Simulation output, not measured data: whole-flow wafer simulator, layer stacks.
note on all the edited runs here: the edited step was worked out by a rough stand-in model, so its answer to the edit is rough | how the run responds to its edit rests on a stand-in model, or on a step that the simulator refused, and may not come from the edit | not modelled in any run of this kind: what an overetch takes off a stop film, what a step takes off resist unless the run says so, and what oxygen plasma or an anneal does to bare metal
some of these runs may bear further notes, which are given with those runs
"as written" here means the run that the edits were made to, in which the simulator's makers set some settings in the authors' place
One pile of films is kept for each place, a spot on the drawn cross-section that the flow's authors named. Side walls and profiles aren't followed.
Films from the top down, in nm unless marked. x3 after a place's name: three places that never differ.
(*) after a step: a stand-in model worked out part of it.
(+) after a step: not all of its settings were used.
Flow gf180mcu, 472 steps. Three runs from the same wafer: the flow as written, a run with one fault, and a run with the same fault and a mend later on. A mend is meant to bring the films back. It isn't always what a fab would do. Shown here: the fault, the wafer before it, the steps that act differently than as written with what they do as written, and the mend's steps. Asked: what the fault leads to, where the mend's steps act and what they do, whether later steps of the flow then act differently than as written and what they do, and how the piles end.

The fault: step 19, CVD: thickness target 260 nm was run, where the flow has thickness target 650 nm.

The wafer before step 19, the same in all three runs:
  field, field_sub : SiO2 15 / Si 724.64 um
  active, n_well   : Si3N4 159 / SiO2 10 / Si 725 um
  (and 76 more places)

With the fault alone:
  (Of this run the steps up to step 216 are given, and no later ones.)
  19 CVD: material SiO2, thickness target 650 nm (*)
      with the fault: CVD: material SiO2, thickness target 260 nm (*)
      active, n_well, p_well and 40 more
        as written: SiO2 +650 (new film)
        with the fault: SiO2 +260 (new film)
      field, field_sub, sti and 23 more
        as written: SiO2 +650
        with the fault: SiO2 +260
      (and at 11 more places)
  Later steps of the flow that act differently than as written (3 more steps differ only slightly, by at most 2% or 0.5 nm, whichever is larger, and aren't shown):
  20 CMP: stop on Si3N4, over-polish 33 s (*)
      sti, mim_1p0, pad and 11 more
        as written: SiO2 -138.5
        with the fault: nothing
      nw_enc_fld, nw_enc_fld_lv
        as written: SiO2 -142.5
        with the fault: nothing
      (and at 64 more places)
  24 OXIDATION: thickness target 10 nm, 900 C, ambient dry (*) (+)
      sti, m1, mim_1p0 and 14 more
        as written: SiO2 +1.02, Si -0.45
        with the fault: SiO2 +2.01, Si -0.88
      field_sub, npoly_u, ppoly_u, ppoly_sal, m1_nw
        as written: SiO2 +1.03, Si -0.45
        with the fault: SiO2 +2.01, Si -0.88
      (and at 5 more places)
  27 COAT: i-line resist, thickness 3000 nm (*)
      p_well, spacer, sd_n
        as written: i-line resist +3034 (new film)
        with the fault: i-line resist +2796 (new film)
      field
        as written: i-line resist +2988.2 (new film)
        with the fault: i-line resist +3109 (new film)
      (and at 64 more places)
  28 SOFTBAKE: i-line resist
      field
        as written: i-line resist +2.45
        with the fault: i-line resist -15.3
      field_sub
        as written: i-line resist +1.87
        with the fault: i-line resist -9.64
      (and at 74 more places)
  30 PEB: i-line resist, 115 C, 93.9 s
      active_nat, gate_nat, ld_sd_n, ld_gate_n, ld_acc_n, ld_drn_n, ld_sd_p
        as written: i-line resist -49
        with the fault: i-line resist -46.8
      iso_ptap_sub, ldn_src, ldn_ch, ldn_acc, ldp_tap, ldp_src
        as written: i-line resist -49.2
        with the fault: i-line resist -45.8
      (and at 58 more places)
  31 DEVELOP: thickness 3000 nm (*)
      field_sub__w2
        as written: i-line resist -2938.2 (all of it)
        with the fault: i-line resist -3034.4 (all of it)
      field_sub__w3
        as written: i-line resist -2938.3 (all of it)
        with the fault: i-line resist -3041.6 (all of it)
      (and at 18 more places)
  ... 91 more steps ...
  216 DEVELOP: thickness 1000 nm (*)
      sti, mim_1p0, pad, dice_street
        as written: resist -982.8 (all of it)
        with the fault: resist -1007.8 (all of it)
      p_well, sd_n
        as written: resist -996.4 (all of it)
        with the fault: resist -776.5 (all of it)
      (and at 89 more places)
  After step 216 the piles differ from the flow's by more than 2% or 0.5 nm, whichever is larger, at field, field__w1, field__w2 and 54 more.
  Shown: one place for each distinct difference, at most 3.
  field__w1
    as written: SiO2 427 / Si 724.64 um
    with the fault: SiO2 55.7 / poly-Si 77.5 / SiO2 134 / Si 724.63 um
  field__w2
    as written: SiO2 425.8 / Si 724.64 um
    with the fault: SiO2 56.4 / poly-Si 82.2 / SiO2 134 / Si 724.63 um
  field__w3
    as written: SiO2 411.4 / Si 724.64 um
    with the fault: SiO2 55.6 / poly-Si 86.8 / SiO2 119.8 / Si 724.63 um

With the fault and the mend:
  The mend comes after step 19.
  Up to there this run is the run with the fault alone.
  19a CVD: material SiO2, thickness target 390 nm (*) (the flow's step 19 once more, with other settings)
      field, field_sub, active and 76 more
        SiO2 +390
      m1
        SiO2 +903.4
  No later step of the flow acts differently than as written, at any place that is followed, by more than 2% or 0.5 nm, whichever is larger.
  At the end the piles differ from the flow's only slightly at the places that both follow, by at most 2% or 0.5 nm, whichever is larger.
